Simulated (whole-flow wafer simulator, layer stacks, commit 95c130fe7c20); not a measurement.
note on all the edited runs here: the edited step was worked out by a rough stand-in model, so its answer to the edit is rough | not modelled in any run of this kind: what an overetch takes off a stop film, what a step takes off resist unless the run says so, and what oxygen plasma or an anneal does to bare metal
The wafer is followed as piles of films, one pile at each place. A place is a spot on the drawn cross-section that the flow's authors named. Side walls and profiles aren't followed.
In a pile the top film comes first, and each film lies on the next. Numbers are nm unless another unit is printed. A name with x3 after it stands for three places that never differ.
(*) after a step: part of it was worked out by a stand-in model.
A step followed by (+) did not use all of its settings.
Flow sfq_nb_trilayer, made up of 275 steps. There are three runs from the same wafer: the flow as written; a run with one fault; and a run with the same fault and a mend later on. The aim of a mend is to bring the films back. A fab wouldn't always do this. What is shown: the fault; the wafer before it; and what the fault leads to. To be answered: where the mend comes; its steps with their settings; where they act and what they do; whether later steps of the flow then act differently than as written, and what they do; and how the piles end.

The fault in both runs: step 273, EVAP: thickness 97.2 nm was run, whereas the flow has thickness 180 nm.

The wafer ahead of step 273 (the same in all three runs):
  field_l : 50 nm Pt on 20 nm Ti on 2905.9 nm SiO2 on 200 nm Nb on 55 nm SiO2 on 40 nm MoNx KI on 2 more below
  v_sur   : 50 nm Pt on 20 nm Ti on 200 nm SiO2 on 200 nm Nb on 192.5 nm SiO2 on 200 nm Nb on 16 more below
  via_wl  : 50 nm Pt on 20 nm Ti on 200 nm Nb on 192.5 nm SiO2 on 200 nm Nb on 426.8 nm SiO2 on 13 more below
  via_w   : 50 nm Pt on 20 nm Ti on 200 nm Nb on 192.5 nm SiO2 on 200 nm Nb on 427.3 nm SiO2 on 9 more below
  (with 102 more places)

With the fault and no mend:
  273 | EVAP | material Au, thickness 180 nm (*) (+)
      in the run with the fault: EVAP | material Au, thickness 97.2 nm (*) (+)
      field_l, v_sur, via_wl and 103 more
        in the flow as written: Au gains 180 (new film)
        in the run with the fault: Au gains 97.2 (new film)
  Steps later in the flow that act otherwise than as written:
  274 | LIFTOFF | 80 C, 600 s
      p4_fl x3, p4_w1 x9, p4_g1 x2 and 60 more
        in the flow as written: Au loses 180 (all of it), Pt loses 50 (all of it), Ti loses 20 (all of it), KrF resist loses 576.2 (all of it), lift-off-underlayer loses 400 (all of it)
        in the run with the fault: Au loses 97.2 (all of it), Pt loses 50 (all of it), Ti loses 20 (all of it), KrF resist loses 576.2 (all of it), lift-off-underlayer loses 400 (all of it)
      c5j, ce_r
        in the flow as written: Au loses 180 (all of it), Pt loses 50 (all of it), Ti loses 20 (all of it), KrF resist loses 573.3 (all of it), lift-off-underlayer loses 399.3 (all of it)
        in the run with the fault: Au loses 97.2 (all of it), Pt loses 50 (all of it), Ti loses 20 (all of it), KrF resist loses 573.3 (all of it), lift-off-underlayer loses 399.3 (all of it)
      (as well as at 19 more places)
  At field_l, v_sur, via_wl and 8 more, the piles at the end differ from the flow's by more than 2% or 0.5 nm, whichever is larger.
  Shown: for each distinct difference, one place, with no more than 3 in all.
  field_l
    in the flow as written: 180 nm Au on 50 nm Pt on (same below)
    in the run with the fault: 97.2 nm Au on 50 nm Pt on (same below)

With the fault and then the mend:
  After step 273 comes the mend.
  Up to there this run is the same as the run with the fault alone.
  273a | EVAP | material Au, thickness 82.8 nm (*) (+) (the flow's step 273, run once more with other settings)
      field_l, v_sur, via_wl and 103 more
        Au gains 82.8
  Later steps of the flow that are run all act as written at every place that is followed.
  By the end, the piles equal the flow's at every place that both follow.
